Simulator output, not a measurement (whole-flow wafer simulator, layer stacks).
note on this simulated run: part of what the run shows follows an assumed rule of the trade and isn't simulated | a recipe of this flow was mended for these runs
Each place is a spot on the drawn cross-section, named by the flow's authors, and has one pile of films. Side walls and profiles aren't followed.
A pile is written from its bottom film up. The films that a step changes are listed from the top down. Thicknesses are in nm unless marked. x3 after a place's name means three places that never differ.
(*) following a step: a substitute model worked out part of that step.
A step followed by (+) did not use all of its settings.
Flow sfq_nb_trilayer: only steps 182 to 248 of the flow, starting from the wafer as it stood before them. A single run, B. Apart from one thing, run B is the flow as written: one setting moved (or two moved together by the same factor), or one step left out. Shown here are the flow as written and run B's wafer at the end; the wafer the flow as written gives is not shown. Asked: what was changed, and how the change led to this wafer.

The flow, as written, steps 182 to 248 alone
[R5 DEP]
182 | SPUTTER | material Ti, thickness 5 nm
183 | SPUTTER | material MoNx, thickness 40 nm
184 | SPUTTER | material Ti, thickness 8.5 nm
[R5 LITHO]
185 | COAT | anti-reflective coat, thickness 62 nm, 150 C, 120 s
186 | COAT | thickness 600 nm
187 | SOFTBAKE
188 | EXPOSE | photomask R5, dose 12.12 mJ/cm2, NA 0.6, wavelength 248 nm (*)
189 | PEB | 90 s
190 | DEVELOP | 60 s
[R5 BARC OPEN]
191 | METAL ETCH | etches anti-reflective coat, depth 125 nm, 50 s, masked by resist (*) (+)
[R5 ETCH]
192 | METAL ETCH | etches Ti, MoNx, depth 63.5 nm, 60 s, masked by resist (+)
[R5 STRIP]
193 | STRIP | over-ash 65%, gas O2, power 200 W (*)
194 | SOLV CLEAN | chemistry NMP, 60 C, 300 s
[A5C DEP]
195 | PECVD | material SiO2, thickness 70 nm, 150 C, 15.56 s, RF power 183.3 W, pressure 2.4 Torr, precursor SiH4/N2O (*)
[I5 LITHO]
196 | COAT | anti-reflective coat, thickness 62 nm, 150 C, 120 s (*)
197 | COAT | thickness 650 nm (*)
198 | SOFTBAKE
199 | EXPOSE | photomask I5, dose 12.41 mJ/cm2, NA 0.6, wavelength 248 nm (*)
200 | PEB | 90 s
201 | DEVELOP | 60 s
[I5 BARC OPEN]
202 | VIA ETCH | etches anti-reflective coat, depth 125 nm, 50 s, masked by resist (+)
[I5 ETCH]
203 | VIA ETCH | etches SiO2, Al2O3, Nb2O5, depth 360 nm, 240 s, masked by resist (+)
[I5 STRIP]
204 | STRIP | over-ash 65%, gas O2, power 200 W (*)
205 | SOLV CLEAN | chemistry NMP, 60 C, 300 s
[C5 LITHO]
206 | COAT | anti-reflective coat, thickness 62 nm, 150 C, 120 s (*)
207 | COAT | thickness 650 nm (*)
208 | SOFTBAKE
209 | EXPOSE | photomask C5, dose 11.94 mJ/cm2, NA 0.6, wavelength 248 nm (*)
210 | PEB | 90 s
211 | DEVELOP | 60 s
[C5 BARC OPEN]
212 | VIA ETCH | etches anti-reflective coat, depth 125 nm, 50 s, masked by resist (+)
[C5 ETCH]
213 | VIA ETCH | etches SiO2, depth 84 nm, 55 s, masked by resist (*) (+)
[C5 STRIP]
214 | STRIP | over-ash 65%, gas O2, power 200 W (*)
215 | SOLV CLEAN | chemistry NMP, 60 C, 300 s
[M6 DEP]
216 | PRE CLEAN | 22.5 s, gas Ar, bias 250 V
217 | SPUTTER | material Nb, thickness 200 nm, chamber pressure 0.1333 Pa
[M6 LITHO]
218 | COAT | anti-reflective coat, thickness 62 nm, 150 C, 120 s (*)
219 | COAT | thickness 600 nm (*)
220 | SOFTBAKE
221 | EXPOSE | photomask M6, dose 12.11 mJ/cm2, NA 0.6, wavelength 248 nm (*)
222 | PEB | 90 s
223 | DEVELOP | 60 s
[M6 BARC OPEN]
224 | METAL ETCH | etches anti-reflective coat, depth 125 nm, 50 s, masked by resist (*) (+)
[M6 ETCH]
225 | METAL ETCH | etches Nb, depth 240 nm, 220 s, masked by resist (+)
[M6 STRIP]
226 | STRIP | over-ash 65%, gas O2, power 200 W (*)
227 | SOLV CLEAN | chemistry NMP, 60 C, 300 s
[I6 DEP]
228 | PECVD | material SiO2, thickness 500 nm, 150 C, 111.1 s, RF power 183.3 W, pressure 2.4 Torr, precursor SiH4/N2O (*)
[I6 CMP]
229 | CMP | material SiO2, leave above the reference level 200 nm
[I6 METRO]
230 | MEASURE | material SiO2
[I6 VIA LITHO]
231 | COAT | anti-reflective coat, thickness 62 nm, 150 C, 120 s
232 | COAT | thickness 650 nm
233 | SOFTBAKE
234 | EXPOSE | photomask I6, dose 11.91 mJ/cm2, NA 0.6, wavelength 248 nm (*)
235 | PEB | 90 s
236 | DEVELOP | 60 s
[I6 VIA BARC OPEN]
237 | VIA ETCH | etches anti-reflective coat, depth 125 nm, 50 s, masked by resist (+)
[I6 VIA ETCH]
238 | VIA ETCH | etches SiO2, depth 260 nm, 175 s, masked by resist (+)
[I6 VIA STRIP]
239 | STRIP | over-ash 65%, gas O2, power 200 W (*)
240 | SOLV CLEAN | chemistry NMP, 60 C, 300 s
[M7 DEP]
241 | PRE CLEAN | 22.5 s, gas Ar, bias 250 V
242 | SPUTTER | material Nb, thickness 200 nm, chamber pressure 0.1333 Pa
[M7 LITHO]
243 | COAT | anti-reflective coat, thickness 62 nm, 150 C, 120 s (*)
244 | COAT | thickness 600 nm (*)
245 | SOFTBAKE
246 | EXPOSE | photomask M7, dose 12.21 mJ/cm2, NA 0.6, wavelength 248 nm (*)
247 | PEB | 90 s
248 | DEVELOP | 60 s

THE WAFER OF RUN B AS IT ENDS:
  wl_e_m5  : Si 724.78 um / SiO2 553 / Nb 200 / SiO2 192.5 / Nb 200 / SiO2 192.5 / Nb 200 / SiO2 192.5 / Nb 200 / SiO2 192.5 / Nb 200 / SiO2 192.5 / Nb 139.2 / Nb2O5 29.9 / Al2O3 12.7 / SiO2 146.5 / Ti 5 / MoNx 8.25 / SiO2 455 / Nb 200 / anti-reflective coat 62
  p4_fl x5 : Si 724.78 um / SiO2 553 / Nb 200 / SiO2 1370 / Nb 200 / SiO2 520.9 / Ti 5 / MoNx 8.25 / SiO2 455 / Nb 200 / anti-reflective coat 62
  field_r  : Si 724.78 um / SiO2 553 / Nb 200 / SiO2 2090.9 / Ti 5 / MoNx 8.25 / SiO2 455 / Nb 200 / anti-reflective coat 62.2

What caused this: step 183, SPUTTER: thickness 63.25 nm was run, whereas the flow has thickness 40 nm.

Step by step, how the change led to this:
  183 | SPUTTER | material MoNx, thickness 40 nm
      field_l, v_sur, via_wl and 103 more: +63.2 MoNx (new film) (in the flow as written it would be: +40 MoNx (new film))
  192 | METAL ETCH | etches Ti, MoNx, depth 63.5 nm, 60 s, masked by resist (+)
      field_l, v_sur, via_wl and 92 more: -8.5 Ti (all of it), -55 MoNx (in the flow as written it would be: -8.5 Ti (all of it), -40 MoNx (all of it), -5 Ti (all of it), -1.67 SiO2)
      ce_l, c5j, ce_r, wl_jj: -8.5 Ti (all of it), -55 MoNx (in the flow as written it would be: -8.5 Ti (all of it), -40 MoNx (all of it), -5 Ti (all of it), -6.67 Nb)
  195 | PECVD | material SiO2, thickness 70 nm, 150 C, 15.56 s, RF power 183.3 W, pressure 2.4 Torr, precursor SiH4/N2O (*)
      field_l, v_sur, via_wl and 92 more: +70 SiO2 (new film) (in the flow as written it would be: +70 SiO2)
  196 | COAT | anti-reflective coat, thickness 62 nm, 150 C, 120 s (*)
      r5r_line_l, r5r_line_c, r5r_line_r: +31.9 anti-reflective coat (new film) (in the flow as written it would be: +35.5 anti-reflective coat (new film))
      wl_j_sl, wl_j_sr: +62 anti-reflective coat (new film) (in the flow as written it would be: +60.5 anti-reflective coat (new film))
      (as well as at 9 more places)
  203 | VIA ETCH | etches SiO2, Al2O3, Nb2O5, depth 360 nm, 240 s, masked by resist (+)
      be: -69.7 SiO2 (all of it), -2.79 MoNx (in the flow as written it would be: -214.5 SiO2 (all of it), -12.7 Al2O3 (all of it), -29.9 Nb2O5 (all of it), -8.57 Nb)
  204 | STRIP | over-ash 65%, gas O2, power 200 W (*)
      r5r_line_l, r5r_line_c, r5r_line_r: -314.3 KrF-resist-other-grade (all of it), -31.9 anti-reflective coat (all of it) (in the flow as written it would be: -314.5 KrF-resist-other-grade (all of it), -35.5 anti-reflective coat (all of it))
      wl_j_sl, wl_j_sr: -315.7 KrF-resist-other-grade (all of it), -62 anti-reflective coat (all of it) (in the flow as written it would be: -316.4 KrF-resist-other-grade (all of it), -60.5 anti-reflective coat (all of it))
      (as well as at 9 more places)
  206 | COAT | anti-reflective coat, thickness 62 nm, 150 C, 120 s (*)
      r5r_line_l, r5r_line_c, r5r_line_r: +31.9 anti-reflective coat (new film) (in the flow as written it would be: +35.5 anti-reflective coat (new film))
      wl_j_sl, wl_j_sr: +62 anti-reflective coat (new film) (in the flow as written it would be: +60.5 anti-reflective coat (new film))
      (as well as at 17 more places)
  207 | COAT | thickness 650 nm (*)
      be: +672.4 KrF-resist-other-grade (new film) (in the flow as written it would be: +815 KrF-resist-other-grade (new film))
      gap: +654.3 KrF-resist-other-grade (new film) (in the flow as written it would be: +641 KrF-resist-other-grade (new film))
  212 | VIA ETCH | etches anti-reflective coat, depth 125 nm, 50 s, masked by resist (+)
      c5j: -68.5 anti-reflective coat (all of it), -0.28 SiO2 (in the flow as written it would be: -73.7 anti-reflective coat (all of it), -0.26 SiO2)
  213 | VIA ETCH | etches SiO2, depth 84 nm, 55 s, masked by resist (*) (+)
      c5j: -69.7 SiO2 (all of it), -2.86 MoNx (in the flow as written it would be: -69.7 SiO2 (all of it), -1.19 Nb)
  214 | STRIP | over-ash 65%, gas O2, power 200 W (*)
      r5r_line_l, r5r_line_c, r5r_line_r: -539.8 KrF-resist-other-grade (all of it), -31.9 anti-reflective coat (all of it) (in the flow as written it would be: -540 KrF-resist-other-grade (all of it), -35.5 anti-reflective coat (all of it))
      wl_j_sl, wl_j_sr: -541.2 KrF-resist-other-grade (all of it), -62 anti-reflective coat (all of it) (in the flow as written it would be: -541.9 KrF-resist-other-grade (all of it), -60.5 anti-reflective coat (all of it))
      (as well as at 16 more places)
  216 | PRE CLEAN | 22.5 s, gas Ar, bias 250 V
      be: -5.46 MoNx (all of it), -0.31 Ti (in the flow as written it would be: -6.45 Nb)
      c5j: -5.39 MoNx (all of it), -0.38 Ti (in the flow as written it would be: -6.45 Nb)
  217 | SPUTTER | material Nb, thickness 200 nm, chamber pressure 0.1333 Pa
      be: +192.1 Nb (new film) (in the flow as written it would be: +145.8 Nb)
      c5j: +188.1 Nb (new film) (in the flow as written it would be: +188.4 Nb)
  218 | COAT | anti-reflective coat, thickness 62 nm, 150 C, 120 s (*)
      r5r_line_l, r5r_line_c, r5r_line_r: +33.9 anti-reflective coat (new film) (in the flow as written it would be: +37.1 anti-reflective coat (new film))
      wl_j_sl, wl_j_sr: +62 anti-reflective coat (new film) (in the flow as written it would be: +60.5 anti-reflective coat (new film))
      (as well as at 19 more places)
  219 | COAT | thickness 600 nm (*)
      via_v: +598 KrF-resist-other-grade (new film) (in the flow as written it would be: +584.1 KrF-resist-other-grade (new film))
      be: +620.4 KrF-resist-other-grade (new film) (in the flow as written it would be: +795.2 KrF-resist-other-grade (new film))
      (as well as at 1 more place)
  223 | DEVELOP | 60 s
      gap: -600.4 KrF-resist-other-grade (all of it) (in the flow as written it would be: -584.6 KrF-resist-other-grade (all of it))
  ... another 3 steps ...
  229 | CMP | material SiO2, leave above the reference level 200 nm
      r5r_line_l, r5r_spacepad_l, r5r_spacepad_r, r5r_line_c, r5r_line_r: -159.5 SiO2 (in the flow as written it would be: -151.2 SiO2)
      be_r, r_sur, r_end: -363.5 SiO2 (in the flow as written it would be: -355.2 SiO2)
      (as well as at 3 more places)
If metal films that touch count as one body, wl_e_m5 has 8 bodies (between them, from the top down: SiO2 455; SiO2 146.5 / Al2O3 12.7 / Nb2O5 29.9; SiO2 192.5; SiO2 192.5; SiO2 192.5; SiO2 192.5; SiO2 192.5); the flow as written gives 7 bodies (between them, from the top down: SiO2 599.8 / Al2O3 12.7 / Nb2O5 29.9; SiO2 192.5; SiO2 192.5; SiO2 192.5; SiO2 192.5; SiO2 192.5).
If metal films that touch count as one body, p4_fl x5 has 4 bodies (between them, from the top down: SiO2 455; SiO2 520.9; SiO2 1370); the flow as written gives 3 bodies (between them, from the top down: SiO2 974.2; SiO2 1370).
If metal films that touch count as one body, field_r has 3 bodies (between them, from the top down: SiO2 455; SiO2 2090.9); the flow as written gives 2 bodies (between them, from the top down: SiO2 2544.2).
